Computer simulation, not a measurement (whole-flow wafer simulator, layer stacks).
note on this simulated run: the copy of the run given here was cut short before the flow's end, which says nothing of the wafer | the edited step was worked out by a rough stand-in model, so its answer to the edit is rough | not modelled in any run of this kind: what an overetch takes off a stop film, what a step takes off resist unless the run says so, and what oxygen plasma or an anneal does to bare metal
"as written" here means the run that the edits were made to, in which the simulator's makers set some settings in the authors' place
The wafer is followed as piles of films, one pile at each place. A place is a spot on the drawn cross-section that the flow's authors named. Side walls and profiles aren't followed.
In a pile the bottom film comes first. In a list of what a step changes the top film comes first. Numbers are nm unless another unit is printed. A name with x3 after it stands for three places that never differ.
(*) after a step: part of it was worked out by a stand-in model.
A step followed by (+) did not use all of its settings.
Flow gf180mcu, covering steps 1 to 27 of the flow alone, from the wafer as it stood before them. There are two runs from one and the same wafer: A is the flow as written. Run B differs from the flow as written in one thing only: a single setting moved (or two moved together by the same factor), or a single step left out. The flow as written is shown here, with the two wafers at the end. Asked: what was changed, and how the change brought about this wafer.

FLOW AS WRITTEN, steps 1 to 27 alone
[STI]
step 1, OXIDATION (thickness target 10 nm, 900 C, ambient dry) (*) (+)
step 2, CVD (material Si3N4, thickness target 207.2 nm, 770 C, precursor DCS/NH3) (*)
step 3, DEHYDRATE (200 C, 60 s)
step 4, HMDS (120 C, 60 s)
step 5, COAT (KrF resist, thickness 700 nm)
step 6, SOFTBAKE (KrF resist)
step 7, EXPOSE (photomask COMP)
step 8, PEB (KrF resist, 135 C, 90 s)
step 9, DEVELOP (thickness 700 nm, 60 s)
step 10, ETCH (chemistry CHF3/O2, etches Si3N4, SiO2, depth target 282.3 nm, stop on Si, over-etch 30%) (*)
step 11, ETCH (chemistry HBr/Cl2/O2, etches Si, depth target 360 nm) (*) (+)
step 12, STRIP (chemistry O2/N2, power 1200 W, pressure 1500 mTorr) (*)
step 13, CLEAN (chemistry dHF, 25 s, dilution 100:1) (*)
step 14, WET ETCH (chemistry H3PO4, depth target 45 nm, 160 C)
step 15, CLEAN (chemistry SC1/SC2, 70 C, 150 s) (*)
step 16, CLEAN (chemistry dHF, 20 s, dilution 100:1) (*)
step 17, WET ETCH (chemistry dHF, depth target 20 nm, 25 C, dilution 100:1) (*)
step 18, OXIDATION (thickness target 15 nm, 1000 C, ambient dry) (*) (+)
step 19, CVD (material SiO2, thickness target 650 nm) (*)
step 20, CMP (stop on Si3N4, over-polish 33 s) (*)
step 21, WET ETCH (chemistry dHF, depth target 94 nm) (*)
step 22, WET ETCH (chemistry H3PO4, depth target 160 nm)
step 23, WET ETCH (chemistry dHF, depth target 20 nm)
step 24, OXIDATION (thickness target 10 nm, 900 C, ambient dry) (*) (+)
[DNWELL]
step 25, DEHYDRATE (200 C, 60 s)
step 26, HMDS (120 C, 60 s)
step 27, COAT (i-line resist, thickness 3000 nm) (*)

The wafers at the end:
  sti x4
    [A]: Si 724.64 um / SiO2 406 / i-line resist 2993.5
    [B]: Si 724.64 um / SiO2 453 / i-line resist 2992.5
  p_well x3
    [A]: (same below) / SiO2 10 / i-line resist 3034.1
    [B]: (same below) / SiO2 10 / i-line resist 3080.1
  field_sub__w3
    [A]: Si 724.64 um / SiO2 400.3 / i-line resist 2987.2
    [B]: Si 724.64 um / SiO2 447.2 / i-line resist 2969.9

Cause: step 21, WET ETCH: depth target 57.1 nm was run, while the flow as written has depth target 94 nm; step 23, WET ETCH: depth target 12.2 nm was run, where the flow has depth target 20 nm.

Step by step, how the change led to this:
  step 21, WET ETCH (chemistry dHF, depth target 94 nm) (*)
      active, n_well, p_well x3 and 38 more: A Si3N4 loses 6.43 | B Si3N4 loses 3.94
      field, field_sub, sti x4 and 31 more: A SiO2 loses 94 | B SiO2 loses 57.1
  step 23, WET ETCH (chemistry dHF, depth target 20 nm)
      field, field_sub, sti x4 and 31 more: A SiO2 loses 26 | B SiO2 loses 15.9
